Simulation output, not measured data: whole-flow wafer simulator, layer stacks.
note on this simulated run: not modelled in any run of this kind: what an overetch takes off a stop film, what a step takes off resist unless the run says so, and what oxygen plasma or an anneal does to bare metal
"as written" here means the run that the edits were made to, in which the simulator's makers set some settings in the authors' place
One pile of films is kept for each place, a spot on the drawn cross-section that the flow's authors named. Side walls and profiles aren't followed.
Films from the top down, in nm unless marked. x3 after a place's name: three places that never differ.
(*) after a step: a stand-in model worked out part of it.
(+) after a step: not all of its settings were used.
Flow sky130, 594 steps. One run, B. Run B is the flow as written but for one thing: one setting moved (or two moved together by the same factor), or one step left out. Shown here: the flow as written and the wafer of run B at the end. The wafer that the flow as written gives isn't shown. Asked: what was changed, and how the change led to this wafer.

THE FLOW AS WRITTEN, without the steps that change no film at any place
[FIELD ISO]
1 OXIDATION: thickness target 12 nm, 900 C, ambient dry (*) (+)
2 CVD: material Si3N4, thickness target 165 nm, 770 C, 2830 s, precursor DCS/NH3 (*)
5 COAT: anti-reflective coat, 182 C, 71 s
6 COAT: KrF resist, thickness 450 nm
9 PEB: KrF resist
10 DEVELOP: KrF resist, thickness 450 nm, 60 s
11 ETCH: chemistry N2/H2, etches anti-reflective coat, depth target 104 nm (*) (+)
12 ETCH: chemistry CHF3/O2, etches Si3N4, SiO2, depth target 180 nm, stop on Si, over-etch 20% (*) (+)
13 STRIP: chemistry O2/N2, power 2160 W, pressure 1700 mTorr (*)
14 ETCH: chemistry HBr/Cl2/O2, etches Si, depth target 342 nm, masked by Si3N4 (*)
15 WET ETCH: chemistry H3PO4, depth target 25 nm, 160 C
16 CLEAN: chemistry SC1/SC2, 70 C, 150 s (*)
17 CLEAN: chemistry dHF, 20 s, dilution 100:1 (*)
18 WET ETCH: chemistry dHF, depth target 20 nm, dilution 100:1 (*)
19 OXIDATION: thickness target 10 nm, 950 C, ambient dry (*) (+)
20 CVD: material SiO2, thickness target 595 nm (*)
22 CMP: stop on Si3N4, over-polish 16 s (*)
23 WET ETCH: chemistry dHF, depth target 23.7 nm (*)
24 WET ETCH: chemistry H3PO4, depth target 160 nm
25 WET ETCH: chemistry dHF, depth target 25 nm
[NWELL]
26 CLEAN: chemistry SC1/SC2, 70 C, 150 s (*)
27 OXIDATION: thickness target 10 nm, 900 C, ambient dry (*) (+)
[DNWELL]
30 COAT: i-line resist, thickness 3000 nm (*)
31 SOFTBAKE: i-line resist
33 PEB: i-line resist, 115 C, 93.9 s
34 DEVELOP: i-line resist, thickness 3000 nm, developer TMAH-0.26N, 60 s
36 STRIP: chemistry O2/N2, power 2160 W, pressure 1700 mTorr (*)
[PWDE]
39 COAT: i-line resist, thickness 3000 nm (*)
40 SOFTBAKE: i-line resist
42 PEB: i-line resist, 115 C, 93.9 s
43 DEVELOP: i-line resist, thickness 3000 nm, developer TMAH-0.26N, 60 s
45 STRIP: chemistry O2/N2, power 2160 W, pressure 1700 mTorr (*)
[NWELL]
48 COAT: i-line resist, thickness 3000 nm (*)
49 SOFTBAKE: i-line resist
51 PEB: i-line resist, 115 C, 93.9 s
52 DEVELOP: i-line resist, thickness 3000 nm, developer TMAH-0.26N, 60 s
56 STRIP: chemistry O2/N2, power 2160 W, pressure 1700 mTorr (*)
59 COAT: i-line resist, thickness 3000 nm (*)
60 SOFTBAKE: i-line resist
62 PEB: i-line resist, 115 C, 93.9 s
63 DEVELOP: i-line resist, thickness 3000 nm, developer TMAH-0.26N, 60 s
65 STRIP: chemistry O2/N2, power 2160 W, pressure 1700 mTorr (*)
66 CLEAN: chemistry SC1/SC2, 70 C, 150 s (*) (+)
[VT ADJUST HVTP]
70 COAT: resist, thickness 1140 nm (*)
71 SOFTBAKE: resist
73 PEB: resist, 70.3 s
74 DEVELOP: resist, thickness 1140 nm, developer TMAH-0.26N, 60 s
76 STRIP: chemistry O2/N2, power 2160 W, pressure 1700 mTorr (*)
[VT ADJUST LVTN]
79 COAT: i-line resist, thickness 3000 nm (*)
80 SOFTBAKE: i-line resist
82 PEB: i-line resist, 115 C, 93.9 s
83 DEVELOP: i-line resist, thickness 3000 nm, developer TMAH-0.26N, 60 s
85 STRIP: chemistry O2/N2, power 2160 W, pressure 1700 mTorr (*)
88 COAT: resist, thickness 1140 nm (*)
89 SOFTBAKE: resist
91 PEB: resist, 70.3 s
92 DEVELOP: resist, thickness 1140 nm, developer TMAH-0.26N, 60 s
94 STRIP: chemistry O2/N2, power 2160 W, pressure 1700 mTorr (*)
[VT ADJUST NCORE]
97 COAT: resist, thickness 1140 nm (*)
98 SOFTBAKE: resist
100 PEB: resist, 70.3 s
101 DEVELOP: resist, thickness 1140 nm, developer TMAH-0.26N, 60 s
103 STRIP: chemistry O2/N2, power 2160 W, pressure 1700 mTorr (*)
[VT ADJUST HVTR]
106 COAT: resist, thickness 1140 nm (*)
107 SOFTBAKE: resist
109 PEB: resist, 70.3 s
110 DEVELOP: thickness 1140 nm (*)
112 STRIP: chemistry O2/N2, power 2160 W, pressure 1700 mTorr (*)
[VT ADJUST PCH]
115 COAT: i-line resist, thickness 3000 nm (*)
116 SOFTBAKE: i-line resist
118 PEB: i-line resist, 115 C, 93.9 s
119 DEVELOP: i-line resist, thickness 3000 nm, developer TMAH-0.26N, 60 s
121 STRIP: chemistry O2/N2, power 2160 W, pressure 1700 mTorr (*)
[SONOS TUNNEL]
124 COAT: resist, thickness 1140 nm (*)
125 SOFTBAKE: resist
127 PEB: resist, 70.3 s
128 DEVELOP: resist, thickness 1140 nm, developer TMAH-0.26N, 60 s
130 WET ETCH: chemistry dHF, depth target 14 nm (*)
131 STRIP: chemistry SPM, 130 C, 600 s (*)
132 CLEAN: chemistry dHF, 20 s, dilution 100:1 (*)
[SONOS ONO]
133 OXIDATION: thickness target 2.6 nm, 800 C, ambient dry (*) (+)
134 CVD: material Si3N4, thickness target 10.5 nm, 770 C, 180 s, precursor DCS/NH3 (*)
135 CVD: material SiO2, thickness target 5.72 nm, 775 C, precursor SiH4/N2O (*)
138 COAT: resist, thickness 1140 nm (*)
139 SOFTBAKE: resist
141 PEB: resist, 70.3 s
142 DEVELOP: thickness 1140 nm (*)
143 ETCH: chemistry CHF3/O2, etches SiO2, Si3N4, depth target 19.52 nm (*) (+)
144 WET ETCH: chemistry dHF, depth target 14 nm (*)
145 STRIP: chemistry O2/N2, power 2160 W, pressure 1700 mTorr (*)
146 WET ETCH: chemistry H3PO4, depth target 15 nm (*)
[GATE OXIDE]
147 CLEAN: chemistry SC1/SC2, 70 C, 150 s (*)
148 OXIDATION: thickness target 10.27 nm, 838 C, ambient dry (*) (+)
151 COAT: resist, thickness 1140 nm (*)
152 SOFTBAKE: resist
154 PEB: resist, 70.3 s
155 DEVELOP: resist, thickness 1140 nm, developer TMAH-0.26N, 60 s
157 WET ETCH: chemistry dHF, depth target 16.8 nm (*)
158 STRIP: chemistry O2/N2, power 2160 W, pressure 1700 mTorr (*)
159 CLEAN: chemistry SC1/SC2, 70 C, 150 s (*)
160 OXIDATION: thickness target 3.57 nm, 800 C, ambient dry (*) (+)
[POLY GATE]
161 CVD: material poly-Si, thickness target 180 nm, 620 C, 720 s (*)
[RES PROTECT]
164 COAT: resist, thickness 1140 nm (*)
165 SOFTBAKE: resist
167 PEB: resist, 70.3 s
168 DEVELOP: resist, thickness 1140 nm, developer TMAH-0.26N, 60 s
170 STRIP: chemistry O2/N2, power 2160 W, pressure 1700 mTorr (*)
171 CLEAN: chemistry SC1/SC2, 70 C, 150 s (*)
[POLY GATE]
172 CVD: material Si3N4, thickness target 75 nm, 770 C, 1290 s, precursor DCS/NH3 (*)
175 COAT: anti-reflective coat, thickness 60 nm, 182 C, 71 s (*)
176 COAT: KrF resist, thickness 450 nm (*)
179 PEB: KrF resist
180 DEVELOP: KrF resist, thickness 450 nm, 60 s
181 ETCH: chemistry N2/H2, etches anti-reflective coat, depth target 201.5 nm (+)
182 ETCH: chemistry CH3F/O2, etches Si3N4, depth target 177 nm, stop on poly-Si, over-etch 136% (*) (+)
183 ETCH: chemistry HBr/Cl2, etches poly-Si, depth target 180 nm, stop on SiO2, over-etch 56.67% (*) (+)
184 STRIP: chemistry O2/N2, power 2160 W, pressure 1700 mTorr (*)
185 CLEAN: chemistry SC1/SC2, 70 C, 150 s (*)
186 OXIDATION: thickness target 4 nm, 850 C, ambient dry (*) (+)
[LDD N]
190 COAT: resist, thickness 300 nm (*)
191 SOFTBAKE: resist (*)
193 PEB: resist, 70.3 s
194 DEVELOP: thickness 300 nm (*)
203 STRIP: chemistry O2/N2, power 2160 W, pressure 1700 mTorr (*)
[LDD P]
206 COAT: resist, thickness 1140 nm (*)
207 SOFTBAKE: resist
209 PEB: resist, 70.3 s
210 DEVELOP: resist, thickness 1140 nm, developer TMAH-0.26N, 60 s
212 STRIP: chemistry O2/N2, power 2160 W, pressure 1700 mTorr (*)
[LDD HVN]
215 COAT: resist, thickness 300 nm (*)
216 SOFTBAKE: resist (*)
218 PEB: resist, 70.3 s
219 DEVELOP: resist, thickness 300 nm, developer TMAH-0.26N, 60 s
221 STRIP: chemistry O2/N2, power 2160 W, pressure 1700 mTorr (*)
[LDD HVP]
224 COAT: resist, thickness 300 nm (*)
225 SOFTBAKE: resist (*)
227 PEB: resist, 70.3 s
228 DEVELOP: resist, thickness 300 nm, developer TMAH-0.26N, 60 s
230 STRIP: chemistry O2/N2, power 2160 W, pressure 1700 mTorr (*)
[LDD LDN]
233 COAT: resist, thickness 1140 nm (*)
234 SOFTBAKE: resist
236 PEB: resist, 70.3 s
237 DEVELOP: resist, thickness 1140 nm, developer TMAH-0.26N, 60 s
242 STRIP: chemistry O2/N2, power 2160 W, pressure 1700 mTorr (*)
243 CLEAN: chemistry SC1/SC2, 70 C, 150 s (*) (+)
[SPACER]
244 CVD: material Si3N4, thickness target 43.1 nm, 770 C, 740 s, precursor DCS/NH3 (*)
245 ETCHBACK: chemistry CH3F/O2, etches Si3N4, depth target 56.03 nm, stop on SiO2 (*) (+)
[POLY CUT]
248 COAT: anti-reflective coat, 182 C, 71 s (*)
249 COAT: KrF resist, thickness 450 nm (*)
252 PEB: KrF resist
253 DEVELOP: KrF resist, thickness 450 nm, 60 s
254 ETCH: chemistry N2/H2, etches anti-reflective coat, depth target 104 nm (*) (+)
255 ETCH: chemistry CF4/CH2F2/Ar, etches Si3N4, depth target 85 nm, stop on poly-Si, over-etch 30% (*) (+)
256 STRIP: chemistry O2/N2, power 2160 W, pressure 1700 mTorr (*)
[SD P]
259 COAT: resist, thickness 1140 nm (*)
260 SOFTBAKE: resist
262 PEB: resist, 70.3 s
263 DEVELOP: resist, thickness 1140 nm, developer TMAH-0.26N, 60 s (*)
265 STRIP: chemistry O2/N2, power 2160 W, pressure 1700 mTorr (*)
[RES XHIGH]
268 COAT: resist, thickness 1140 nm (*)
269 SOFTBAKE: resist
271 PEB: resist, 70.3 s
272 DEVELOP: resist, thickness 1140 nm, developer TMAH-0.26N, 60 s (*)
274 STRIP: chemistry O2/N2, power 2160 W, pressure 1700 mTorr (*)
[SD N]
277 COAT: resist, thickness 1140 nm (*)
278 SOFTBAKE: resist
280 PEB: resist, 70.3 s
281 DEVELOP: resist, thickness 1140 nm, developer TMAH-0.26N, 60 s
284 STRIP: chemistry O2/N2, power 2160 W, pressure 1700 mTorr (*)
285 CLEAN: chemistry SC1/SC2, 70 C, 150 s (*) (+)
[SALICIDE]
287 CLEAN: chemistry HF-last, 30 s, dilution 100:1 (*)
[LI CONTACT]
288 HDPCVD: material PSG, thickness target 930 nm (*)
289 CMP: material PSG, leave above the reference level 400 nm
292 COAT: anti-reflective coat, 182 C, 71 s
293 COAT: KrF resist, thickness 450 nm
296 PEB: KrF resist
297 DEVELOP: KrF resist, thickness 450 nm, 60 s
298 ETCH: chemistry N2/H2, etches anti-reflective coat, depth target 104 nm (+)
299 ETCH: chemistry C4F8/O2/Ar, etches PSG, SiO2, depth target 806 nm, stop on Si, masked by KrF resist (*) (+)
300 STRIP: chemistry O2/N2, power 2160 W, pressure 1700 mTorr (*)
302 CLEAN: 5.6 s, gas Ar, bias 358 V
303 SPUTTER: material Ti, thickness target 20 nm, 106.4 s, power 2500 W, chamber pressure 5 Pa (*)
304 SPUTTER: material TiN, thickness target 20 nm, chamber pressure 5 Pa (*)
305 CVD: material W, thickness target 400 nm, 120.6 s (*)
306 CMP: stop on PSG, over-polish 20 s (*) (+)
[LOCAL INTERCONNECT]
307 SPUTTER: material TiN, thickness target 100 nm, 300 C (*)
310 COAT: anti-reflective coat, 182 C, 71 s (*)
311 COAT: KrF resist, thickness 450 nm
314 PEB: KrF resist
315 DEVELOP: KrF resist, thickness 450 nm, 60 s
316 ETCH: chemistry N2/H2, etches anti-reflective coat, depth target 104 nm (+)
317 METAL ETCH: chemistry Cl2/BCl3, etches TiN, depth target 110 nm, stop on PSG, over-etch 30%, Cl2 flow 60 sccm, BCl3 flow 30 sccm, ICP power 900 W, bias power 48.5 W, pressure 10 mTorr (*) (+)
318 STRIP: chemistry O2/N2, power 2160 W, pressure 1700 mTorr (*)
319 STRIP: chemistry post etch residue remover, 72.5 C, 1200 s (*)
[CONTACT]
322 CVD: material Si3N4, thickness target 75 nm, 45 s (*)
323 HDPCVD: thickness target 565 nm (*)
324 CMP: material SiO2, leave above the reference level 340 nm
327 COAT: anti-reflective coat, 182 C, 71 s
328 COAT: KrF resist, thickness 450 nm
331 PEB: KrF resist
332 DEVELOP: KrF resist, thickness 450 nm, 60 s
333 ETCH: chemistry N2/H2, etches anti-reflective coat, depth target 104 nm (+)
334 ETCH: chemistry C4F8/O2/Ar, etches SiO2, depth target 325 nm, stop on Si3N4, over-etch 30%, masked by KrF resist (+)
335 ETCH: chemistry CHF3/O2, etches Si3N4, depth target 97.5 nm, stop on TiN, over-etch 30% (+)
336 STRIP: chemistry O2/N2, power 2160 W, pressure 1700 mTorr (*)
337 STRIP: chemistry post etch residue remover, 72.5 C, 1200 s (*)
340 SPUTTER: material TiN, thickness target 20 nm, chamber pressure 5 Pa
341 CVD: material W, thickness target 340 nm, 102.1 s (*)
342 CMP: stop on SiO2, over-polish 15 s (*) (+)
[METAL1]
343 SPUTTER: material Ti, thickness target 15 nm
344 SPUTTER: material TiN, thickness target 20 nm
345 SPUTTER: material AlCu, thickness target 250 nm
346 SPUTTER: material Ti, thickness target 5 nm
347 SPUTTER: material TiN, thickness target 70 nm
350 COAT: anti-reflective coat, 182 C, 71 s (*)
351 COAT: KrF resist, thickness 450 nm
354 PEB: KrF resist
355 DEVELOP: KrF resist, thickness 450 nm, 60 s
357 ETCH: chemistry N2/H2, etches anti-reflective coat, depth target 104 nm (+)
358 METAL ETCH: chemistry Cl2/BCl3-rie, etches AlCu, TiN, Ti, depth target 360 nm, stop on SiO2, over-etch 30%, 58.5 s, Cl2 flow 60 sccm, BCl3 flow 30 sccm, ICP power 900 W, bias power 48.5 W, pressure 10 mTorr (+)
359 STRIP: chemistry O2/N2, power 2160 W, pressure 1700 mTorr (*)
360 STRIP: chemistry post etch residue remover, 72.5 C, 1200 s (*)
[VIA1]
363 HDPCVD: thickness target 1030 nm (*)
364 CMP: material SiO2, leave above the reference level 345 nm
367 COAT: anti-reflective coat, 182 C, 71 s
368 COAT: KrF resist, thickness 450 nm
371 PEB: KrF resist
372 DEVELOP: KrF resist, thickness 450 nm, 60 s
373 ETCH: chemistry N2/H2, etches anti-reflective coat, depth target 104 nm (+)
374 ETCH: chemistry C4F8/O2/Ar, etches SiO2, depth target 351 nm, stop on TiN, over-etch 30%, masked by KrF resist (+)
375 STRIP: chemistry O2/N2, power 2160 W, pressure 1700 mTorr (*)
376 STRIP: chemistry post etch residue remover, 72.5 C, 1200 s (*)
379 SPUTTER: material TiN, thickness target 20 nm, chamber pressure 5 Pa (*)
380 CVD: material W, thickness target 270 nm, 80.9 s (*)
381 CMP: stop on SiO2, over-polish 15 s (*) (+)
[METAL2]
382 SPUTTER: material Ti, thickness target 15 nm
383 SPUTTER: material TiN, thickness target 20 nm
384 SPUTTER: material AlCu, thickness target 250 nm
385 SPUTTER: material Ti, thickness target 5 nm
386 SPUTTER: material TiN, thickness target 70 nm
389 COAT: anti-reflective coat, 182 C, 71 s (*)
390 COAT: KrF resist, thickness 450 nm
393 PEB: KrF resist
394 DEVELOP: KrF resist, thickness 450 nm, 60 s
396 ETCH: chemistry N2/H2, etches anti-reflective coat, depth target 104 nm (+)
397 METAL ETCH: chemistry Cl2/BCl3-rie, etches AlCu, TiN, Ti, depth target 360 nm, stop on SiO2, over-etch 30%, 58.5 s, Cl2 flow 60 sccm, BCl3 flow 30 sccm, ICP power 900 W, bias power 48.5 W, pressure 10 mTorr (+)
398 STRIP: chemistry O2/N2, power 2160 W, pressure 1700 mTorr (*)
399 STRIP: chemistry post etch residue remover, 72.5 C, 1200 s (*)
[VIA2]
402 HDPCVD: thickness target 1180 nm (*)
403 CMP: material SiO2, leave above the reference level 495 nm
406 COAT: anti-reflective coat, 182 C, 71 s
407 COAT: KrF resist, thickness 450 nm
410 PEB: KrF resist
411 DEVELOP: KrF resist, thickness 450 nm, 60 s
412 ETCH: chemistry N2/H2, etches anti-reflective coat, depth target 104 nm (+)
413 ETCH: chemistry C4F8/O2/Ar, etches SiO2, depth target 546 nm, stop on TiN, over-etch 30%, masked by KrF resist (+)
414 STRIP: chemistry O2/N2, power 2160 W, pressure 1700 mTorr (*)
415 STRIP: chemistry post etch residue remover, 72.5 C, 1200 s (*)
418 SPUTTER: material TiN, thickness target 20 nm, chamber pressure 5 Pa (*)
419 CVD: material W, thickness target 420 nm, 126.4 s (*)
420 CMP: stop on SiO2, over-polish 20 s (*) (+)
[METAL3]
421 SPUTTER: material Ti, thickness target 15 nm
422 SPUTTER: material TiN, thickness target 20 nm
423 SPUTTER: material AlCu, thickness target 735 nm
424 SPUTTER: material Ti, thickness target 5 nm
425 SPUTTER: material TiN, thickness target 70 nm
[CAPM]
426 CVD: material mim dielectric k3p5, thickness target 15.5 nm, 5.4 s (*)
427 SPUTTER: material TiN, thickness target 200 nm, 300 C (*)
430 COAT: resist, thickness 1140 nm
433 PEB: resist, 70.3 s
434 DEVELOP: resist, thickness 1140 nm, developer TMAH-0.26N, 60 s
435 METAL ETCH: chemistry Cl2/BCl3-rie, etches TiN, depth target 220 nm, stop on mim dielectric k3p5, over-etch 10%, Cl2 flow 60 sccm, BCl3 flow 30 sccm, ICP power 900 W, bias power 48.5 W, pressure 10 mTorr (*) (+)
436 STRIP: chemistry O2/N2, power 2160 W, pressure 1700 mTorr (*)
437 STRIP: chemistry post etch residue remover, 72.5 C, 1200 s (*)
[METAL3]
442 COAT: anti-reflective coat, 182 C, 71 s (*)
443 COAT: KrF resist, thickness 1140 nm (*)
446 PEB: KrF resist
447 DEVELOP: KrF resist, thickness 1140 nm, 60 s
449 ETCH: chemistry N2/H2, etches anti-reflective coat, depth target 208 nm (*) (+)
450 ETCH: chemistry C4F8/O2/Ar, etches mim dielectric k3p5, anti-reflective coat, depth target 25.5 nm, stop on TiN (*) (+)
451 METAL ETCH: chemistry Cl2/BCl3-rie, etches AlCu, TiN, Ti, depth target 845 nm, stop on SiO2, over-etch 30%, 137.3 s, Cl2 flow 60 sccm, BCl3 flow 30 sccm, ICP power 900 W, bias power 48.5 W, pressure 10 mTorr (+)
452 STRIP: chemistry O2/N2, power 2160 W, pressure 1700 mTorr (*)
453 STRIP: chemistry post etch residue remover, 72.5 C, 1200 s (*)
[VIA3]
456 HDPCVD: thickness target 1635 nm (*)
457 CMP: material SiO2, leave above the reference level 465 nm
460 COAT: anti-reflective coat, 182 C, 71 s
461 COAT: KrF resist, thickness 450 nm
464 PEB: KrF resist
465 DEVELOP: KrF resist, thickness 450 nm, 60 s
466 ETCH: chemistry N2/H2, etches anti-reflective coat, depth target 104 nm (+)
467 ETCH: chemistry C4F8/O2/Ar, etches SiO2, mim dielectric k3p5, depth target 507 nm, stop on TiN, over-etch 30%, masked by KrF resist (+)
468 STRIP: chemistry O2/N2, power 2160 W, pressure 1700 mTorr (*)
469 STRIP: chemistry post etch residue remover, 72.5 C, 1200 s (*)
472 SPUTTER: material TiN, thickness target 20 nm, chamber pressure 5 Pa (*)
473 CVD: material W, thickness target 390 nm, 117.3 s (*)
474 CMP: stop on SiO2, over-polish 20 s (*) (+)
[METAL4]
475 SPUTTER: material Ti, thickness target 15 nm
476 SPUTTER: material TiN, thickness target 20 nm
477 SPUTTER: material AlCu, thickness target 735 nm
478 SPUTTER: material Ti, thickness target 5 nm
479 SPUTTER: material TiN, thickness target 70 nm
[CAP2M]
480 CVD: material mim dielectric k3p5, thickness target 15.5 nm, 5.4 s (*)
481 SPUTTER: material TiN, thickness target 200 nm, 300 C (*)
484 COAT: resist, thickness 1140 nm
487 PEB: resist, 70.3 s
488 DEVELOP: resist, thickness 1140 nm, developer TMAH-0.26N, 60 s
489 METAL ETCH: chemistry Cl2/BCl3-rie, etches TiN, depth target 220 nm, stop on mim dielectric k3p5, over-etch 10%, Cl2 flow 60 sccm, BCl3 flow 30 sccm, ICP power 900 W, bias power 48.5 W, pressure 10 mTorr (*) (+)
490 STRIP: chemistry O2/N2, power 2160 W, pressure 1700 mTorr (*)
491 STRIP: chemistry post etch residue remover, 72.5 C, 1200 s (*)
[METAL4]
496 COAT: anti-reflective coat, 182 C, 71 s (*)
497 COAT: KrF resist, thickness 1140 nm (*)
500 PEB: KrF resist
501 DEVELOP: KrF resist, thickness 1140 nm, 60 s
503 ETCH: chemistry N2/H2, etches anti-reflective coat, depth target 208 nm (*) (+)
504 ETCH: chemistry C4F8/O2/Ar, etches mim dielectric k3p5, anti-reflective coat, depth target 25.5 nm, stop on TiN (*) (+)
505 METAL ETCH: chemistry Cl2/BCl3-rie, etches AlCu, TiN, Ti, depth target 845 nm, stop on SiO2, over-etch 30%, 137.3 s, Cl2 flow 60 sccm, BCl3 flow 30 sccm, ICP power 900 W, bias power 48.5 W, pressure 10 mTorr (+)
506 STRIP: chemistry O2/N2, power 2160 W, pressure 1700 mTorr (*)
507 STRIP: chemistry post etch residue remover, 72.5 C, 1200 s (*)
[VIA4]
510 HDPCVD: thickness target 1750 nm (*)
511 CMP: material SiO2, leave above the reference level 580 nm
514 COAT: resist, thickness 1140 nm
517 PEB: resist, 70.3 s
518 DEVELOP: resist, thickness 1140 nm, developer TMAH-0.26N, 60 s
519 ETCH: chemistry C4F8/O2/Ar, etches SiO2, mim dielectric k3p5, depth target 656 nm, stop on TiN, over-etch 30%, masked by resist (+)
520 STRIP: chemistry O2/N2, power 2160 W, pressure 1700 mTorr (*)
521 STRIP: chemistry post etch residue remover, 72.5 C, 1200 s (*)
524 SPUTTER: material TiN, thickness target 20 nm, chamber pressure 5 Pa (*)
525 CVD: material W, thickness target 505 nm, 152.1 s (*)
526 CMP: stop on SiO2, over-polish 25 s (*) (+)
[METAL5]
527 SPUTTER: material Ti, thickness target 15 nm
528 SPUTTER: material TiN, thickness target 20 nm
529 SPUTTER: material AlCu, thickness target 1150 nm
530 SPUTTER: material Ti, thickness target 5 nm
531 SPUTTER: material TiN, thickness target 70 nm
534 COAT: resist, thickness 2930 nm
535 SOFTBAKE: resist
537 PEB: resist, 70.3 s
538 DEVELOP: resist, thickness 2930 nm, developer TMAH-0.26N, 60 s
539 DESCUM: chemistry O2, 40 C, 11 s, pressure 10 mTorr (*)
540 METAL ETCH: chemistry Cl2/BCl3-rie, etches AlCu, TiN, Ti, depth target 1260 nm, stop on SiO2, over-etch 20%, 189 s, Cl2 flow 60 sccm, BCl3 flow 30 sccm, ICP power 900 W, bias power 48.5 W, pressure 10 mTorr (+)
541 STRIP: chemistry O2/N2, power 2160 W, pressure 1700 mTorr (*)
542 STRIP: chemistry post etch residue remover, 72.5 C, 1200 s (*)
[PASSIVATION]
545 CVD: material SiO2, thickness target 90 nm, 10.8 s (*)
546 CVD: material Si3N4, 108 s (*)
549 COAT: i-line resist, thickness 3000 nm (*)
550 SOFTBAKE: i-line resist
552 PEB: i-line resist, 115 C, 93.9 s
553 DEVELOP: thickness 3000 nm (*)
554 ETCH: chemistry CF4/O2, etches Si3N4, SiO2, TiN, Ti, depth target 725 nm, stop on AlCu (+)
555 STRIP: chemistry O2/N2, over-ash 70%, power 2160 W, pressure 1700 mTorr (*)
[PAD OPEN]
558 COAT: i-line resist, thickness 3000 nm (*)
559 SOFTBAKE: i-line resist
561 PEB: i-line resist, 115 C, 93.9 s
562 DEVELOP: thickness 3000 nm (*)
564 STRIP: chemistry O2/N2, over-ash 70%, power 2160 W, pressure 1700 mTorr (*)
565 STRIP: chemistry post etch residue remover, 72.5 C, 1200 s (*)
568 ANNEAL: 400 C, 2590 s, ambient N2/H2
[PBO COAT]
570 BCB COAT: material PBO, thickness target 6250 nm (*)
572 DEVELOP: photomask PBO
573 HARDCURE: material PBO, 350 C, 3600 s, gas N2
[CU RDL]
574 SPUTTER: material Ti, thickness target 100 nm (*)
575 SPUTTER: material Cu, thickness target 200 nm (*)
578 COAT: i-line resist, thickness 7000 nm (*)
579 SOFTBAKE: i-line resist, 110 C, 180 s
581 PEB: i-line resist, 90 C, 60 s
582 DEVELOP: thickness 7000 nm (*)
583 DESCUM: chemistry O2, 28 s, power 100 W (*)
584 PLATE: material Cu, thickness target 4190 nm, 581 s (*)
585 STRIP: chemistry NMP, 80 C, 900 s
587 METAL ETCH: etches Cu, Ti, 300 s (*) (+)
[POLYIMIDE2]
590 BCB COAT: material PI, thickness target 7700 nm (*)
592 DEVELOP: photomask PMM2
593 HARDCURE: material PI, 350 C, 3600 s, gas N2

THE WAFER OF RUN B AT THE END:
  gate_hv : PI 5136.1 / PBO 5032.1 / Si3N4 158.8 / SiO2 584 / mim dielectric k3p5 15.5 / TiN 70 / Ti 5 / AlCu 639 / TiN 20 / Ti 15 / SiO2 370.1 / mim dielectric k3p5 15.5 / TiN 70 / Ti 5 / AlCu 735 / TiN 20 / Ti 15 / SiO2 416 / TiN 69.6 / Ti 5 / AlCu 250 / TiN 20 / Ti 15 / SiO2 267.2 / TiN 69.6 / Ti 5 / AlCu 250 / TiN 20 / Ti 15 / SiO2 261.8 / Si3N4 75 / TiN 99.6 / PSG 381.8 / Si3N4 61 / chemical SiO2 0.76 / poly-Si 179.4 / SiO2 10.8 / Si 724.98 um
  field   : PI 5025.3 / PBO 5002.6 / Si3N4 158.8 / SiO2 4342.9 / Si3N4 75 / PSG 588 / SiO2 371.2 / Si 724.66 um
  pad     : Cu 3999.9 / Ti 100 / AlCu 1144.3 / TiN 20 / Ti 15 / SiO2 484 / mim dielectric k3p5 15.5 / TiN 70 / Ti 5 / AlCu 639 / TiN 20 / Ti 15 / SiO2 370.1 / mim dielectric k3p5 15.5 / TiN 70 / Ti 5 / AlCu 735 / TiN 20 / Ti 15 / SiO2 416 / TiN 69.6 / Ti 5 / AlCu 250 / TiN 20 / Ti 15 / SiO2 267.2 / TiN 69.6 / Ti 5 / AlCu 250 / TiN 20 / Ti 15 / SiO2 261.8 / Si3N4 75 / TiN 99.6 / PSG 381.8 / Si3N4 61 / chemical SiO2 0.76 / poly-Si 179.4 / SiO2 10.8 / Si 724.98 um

The cause: step 477, SPUTTER: thickness target 639 nm was run, where the flow has thickness target 735 nm.
It can be read off the wafer: gate_hv has AlCu 639, and step 477 as written asks for 735 nm.

How the change led to this, step by step:
  477 SPUTTER: material AlCu, thickness target 735 nm
      field, active, n_well and 189 more: AlCu +639 (new film) (as written it would be: AlCu +735 (new film))
  505 METAL ETCH: chemistry Cl2/BCl3-rie, etches AlCu, TiN, Ti, depth target 845 nm, stop on SiO2, over-etch 30%, 137.3 s, Cl2 flow 60 sccm, BCl3 flow 30 sccm, ICP power 900 W, bias power 48.5 W, pressure 10 mTorr (+)
      field, gate, spacer and 61 more: TiN -70 (all of it), Ti -5 (all of it), AlCu -639 (all of it), TiN -20 (all of it), Ti -15 (all of it), SiO2 -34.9 (as written it would be: TiN -70 (all of it), Ti -5 (all of it), AlCu -735 (all of it), TiN -20 (all of it), Ti -15 (all of it), SiO2 -25.4)
      vpp_iso1, m1_ln, poly_licon and 8 more: TiN -70 (all of it), Ti -5 (all of it), AlCu -639 (all of it), TiN -20 (all of it), Ti -15 (all of it), SiO2 -34.9 (as written it would be: TiN -70 (all of it), Ti -5 (all of it), AlCu -735 (all of it), TiN -20 (all of it), Ti -15 (all of it), SiO2 -25.3)
      (and at 13 more places)
  511 CMP: material SiO2, leave above the reference level 580 nm
      field, active, gate and 67 more: SiO2 -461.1 (as written it would be: SiO2 -374.7)
      vpp_ln, vpp_iso2, mim_edge_plate and 7 more: SiO2 -461 (as written it would be: SiO2 -374.7)
      (and at 8 more places)
